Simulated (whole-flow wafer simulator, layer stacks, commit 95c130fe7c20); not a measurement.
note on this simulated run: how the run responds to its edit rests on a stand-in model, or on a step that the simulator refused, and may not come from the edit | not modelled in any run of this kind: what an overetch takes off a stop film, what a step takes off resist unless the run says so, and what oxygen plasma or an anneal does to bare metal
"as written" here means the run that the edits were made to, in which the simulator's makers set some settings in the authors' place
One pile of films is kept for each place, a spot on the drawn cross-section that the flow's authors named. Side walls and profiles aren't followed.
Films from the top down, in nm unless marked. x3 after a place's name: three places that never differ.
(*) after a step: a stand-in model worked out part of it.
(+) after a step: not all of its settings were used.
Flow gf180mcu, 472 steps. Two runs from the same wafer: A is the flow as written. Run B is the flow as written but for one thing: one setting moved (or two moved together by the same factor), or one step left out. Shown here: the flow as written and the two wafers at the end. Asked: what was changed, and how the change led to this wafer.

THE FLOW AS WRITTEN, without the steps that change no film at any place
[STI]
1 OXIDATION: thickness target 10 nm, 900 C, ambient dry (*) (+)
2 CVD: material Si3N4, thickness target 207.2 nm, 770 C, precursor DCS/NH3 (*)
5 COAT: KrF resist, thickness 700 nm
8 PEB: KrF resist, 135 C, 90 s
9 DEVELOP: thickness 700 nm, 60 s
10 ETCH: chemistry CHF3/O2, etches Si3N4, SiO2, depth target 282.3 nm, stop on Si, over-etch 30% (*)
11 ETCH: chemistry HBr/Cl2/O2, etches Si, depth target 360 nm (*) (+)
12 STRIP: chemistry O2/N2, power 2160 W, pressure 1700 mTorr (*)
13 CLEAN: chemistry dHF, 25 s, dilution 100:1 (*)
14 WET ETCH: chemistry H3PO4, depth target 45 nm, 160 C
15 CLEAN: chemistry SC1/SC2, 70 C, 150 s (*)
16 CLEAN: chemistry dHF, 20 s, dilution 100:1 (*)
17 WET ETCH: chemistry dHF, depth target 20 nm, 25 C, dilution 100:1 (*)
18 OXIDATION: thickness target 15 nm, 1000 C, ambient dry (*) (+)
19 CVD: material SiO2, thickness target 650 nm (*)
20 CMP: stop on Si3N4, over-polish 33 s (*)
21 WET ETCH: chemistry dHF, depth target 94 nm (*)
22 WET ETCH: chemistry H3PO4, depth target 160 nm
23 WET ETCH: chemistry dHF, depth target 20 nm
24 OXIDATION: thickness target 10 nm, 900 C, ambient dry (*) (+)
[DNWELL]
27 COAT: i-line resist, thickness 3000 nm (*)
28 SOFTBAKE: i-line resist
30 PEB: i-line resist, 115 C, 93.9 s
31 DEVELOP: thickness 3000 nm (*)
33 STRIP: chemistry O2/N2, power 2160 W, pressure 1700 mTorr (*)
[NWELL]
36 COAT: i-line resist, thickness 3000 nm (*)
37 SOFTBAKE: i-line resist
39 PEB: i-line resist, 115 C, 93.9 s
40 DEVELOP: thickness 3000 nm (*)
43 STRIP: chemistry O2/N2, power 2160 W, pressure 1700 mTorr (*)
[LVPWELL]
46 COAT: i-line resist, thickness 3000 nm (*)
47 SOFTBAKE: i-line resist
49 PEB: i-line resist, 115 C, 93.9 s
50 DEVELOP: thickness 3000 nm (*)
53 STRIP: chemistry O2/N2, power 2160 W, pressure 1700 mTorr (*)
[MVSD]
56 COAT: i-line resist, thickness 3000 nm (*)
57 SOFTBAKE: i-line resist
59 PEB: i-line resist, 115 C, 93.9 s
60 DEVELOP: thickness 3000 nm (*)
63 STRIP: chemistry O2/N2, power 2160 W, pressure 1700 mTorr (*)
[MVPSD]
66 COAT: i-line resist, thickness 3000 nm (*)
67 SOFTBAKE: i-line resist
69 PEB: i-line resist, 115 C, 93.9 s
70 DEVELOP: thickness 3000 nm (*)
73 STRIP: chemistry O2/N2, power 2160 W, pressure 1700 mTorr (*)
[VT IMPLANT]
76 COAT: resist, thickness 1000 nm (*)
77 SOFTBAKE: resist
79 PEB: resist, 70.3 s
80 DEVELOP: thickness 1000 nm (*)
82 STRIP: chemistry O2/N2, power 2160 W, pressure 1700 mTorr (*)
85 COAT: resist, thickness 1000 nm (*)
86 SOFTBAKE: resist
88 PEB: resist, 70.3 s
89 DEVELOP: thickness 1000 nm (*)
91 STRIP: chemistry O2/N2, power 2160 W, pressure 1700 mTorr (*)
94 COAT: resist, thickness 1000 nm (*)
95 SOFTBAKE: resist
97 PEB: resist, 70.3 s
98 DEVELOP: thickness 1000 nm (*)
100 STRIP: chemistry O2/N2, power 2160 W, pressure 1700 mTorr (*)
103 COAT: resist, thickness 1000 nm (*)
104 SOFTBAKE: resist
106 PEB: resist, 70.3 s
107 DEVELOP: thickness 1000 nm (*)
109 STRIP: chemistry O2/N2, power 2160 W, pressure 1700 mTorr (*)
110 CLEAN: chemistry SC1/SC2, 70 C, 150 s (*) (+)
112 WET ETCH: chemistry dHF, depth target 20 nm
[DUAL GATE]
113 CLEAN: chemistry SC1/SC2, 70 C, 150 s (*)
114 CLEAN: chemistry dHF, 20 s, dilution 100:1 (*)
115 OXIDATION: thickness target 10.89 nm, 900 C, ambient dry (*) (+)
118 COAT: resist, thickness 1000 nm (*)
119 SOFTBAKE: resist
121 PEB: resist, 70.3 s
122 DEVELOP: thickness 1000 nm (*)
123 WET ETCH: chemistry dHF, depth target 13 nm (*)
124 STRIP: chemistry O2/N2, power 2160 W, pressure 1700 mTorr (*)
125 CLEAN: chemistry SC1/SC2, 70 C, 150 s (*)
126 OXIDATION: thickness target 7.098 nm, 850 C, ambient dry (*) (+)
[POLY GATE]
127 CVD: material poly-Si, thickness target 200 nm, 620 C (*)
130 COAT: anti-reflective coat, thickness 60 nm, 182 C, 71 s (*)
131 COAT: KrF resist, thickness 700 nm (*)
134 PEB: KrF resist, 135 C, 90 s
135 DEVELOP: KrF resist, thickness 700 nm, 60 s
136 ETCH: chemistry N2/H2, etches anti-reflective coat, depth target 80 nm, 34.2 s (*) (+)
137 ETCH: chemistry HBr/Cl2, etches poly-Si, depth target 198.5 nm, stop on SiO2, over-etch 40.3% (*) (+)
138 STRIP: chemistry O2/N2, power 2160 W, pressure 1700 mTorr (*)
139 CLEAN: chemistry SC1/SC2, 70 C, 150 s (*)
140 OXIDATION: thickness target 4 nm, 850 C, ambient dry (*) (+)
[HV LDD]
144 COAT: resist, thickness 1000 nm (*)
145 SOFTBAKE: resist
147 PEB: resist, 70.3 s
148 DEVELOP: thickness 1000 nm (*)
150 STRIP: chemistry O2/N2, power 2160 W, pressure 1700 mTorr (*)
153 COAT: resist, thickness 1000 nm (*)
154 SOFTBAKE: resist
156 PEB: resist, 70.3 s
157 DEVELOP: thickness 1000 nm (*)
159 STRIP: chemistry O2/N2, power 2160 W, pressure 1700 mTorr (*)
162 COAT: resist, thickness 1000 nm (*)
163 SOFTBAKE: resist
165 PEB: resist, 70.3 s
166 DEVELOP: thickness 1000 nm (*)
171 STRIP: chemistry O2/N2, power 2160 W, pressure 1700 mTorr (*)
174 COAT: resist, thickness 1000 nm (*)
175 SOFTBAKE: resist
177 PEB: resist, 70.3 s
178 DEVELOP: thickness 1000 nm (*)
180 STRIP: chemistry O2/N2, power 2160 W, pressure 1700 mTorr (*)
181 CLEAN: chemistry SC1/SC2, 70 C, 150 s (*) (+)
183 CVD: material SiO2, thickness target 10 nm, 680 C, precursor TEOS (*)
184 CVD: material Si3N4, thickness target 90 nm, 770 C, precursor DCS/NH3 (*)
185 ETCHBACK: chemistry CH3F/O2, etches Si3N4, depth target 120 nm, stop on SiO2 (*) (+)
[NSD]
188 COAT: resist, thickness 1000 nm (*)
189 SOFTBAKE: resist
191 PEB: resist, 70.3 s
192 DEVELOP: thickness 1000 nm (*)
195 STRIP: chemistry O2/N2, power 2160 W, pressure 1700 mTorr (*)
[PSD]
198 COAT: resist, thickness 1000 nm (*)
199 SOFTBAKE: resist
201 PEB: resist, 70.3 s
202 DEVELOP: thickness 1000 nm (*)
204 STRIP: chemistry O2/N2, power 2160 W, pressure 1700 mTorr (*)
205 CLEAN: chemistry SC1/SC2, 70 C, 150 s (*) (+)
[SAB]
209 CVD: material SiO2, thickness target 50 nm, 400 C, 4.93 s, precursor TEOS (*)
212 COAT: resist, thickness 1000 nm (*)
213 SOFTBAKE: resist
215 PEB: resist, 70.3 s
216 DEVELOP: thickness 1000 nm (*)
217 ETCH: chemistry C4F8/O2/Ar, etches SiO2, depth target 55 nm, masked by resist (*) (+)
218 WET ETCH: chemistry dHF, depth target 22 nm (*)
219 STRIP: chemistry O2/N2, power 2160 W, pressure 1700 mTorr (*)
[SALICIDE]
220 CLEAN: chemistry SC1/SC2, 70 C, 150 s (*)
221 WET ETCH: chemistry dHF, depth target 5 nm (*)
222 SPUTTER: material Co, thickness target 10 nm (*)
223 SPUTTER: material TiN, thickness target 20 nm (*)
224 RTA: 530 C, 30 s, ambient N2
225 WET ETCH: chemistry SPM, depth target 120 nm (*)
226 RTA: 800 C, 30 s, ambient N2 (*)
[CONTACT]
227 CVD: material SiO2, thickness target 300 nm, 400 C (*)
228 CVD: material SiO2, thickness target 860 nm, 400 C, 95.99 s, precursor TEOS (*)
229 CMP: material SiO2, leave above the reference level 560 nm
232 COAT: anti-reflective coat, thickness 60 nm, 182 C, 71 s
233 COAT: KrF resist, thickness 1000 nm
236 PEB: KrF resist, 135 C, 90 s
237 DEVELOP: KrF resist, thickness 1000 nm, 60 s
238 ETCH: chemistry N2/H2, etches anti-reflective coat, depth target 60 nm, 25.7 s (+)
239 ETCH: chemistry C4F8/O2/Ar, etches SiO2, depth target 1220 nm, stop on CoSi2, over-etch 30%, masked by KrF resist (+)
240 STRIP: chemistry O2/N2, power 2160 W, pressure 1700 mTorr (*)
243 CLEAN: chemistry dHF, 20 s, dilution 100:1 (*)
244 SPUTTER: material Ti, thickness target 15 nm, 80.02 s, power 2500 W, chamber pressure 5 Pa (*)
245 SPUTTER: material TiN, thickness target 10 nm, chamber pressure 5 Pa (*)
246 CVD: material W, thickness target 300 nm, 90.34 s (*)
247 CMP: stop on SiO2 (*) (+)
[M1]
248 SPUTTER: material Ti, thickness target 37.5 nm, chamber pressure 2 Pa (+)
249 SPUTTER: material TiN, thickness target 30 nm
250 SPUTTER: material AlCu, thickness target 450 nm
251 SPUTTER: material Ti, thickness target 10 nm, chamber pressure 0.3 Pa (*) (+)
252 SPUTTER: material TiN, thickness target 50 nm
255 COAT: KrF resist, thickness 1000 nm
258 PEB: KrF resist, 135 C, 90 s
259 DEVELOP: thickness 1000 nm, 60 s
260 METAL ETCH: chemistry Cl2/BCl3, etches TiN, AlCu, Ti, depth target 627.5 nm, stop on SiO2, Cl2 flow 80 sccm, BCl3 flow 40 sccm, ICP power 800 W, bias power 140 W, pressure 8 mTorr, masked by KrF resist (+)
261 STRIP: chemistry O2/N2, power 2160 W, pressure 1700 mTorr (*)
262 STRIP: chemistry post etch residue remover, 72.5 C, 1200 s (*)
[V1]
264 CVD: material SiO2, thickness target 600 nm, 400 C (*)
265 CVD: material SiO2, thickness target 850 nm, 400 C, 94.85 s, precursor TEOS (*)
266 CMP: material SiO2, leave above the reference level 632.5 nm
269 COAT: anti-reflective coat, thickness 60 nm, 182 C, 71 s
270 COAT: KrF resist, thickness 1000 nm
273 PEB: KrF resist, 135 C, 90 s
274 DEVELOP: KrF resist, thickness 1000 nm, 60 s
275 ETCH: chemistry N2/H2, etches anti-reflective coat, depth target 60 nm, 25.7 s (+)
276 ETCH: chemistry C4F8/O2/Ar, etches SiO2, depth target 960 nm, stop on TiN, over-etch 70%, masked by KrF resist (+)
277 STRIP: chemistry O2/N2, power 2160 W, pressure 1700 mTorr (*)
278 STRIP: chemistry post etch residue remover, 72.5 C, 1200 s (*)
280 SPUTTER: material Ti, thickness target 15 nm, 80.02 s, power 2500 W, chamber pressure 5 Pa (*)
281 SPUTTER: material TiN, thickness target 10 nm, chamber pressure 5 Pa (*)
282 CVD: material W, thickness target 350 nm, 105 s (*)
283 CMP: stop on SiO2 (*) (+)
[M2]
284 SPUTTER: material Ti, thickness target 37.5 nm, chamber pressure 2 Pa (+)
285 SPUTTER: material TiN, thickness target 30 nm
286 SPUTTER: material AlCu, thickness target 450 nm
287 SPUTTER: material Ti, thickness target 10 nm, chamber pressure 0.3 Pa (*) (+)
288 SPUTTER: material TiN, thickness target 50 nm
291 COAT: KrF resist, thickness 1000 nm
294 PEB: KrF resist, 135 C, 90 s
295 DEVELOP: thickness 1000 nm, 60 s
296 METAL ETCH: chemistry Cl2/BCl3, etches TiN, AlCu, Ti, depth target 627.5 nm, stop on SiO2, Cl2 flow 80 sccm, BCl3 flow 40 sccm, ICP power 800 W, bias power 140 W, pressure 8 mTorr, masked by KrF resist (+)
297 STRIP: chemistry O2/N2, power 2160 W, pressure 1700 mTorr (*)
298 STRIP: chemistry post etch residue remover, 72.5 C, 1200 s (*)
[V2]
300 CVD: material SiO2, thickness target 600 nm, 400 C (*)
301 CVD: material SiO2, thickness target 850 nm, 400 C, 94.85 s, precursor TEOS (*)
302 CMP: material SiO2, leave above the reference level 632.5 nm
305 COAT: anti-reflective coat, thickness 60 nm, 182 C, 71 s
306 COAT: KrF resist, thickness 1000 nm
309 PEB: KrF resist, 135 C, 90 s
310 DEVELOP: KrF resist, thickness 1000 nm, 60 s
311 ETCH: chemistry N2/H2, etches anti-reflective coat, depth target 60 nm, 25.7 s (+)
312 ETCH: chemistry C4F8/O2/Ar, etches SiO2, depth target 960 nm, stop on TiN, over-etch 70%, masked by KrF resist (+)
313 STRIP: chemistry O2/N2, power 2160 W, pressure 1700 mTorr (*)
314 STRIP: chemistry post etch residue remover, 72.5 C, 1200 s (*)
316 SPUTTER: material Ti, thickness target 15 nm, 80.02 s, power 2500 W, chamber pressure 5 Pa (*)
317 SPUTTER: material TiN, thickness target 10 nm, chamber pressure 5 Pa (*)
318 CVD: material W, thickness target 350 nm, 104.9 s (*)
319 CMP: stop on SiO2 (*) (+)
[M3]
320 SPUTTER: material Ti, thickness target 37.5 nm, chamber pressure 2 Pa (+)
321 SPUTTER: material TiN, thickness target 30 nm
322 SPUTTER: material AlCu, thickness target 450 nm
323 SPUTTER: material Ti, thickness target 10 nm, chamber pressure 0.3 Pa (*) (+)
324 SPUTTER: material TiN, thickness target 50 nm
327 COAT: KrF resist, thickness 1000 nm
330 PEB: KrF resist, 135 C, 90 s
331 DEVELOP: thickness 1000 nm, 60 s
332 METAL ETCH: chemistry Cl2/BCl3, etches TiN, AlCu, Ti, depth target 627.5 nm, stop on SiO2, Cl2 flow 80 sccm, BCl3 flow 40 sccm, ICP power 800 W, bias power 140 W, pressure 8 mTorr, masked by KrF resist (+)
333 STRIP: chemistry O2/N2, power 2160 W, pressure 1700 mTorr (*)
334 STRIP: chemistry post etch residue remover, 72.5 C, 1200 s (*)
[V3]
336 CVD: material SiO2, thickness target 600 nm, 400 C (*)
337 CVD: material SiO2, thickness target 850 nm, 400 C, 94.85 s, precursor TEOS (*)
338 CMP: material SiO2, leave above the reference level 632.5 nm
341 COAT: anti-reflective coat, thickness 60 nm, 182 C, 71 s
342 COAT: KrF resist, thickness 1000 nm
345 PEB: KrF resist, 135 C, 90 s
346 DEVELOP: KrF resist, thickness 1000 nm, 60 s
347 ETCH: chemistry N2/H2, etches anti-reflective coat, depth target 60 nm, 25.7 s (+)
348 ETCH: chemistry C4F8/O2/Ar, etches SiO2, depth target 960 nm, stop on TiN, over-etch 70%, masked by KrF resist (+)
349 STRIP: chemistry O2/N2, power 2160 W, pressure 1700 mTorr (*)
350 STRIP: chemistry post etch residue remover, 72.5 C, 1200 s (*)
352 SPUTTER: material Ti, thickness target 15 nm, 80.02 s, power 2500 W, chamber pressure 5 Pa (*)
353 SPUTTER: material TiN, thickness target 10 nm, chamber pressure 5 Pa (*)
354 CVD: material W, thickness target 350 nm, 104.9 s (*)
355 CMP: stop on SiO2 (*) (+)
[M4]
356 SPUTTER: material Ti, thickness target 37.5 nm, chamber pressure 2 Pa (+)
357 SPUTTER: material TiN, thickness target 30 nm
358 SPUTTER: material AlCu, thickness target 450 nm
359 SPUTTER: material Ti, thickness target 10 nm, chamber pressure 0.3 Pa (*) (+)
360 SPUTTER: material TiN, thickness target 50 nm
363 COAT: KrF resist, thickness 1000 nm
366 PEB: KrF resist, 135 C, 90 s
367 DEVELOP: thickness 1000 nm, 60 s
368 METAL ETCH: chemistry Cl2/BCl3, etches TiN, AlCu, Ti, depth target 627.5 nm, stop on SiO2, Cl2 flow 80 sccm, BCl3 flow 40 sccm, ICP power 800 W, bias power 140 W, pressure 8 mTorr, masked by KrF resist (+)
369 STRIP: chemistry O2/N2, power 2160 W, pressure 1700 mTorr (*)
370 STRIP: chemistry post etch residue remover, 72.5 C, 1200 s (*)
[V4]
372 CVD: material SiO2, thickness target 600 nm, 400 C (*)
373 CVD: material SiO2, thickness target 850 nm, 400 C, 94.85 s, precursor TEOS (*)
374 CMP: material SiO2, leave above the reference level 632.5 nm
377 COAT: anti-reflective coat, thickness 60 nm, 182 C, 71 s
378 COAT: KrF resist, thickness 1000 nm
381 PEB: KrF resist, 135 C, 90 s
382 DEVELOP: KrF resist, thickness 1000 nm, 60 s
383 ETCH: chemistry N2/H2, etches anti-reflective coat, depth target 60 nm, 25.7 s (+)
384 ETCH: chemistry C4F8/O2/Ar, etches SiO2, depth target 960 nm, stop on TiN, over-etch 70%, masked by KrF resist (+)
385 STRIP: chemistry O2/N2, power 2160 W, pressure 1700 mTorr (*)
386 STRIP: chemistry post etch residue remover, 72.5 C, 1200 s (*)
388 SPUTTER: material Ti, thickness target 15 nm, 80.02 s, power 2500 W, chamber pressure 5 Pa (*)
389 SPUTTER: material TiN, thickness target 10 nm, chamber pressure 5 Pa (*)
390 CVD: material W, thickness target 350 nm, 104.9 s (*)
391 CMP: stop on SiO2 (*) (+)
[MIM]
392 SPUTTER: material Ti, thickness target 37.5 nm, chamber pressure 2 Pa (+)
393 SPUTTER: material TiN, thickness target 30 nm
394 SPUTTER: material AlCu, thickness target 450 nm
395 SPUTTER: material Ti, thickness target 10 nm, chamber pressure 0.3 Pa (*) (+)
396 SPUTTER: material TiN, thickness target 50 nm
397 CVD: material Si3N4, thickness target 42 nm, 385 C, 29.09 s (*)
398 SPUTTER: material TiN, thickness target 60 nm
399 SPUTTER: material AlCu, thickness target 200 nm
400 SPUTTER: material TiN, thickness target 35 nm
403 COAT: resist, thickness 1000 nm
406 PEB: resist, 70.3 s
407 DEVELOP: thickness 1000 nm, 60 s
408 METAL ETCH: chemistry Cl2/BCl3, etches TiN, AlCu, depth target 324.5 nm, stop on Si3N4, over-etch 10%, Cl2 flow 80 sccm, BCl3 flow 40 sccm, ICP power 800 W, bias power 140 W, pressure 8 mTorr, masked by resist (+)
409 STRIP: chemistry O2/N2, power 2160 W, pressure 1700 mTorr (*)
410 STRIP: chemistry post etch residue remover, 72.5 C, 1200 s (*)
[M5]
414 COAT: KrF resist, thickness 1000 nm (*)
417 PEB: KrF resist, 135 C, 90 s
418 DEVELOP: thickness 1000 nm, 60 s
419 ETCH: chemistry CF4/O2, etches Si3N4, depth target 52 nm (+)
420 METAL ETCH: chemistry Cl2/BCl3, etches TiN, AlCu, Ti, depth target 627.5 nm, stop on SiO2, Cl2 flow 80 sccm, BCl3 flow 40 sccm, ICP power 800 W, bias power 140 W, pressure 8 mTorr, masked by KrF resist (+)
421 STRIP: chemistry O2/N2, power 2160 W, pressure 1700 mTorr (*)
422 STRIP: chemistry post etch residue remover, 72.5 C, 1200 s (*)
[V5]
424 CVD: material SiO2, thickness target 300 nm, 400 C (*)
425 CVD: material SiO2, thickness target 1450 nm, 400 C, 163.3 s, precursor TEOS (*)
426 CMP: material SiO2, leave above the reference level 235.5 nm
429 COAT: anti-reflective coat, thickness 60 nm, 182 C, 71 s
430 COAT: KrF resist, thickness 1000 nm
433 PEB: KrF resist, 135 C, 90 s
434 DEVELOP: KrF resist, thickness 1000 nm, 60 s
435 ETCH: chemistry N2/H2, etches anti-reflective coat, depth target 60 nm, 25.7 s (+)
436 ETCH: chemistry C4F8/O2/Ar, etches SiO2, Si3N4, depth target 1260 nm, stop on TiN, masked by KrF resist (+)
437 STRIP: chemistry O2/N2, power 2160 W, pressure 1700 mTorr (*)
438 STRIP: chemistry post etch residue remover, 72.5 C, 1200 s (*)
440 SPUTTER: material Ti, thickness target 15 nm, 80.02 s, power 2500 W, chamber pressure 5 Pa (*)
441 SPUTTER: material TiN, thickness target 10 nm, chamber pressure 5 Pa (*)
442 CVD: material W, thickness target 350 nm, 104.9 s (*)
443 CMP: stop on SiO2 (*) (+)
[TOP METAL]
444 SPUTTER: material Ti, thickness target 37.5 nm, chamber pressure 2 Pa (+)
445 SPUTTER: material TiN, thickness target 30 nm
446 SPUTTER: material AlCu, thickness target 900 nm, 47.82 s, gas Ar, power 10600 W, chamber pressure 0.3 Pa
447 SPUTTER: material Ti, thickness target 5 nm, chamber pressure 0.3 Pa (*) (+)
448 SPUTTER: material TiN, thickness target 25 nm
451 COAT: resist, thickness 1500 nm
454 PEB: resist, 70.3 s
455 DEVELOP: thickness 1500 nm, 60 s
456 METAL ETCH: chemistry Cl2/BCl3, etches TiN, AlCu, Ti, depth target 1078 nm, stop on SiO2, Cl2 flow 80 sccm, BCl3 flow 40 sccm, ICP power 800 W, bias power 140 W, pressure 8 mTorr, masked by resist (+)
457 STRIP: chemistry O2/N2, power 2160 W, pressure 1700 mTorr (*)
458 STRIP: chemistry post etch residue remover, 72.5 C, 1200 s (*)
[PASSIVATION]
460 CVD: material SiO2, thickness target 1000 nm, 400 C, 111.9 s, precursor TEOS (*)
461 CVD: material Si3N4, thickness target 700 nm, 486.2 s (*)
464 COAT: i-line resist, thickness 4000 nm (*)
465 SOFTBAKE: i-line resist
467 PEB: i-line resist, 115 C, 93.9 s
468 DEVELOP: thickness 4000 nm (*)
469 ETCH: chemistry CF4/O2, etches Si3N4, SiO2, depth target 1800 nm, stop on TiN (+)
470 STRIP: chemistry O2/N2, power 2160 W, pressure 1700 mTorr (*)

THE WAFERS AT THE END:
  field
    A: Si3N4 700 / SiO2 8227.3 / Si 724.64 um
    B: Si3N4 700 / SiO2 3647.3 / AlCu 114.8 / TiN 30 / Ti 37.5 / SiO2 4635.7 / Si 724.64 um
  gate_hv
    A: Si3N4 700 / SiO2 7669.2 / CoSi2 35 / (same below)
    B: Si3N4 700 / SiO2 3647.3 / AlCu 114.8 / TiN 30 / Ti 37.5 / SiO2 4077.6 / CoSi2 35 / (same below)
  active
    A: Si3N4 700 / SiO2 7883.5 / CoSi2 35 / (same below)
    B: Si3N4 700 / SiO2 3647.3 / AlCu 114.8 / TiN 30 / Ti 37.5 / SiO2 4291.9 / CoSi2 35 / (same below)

The cause: step 358, SPUTTER: thickness target 688 nm was run, where the flow has thickness target 450 nm.

How the change led to this, step by step:
  358 SPUTTER: material AlCu, thickness target 450 nm
      field, field__w1, field__w2 and 108 more: A AlCu +450 (new film) | B AlCu +688 (new film)
  368 METAL ETCH: chemistry Cl2/BCl3, etches TiN, AlCu, Ti, depth target 627.5 nm, stop on SiO2, Cl2 flow 80 sccm, BCl3 flow 40 sccm, ICP power 800 W, bias power 140 W, pressure 8 mTorr, masked by KrF resist (+)
      field, field__w1, field__w2 and 103 more: A TiN -50 (all of it), Ti -10 (all of it), AlCu -450 (all of it), TiN -30 (all of it), Ti -37.5 (all of it) | B TiN -50 (all of it), Ti -10 (all of it), AlCu -567.5
  370 STRIP: chemistry post etch residue remover, 72.5 C, 1200 s (*)
      field, field__w1, field__w2 and 103 more: A nothing | B AlCu -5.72
  372 CVD: material SiO2, thickness target 600 nm, 400 C (*)
      field, field__w1, field__w2 and 103 more: A SiO2 +600 | B SiO2 +600 (new film)
  374 CMP: material SiO2, leave above the reference level 632.5 nm
      field, field__w1, field__w2 and 103 more: A SiO2 -300 | B SiO2 -244.3
Counting metal films that touch as one body, field has 1 body; the flow as written gives 0 bodies.
Counting metal films that touch as one body, gate_hv has 2 bodies (between them, from the top down: SiO2 4077.6); the flow as written gives 1 body.
Counting metal films that touch as one body, active has 2 bodies (between them, from the top down: SiO2 4291.9); the flow as written gives 1 body.
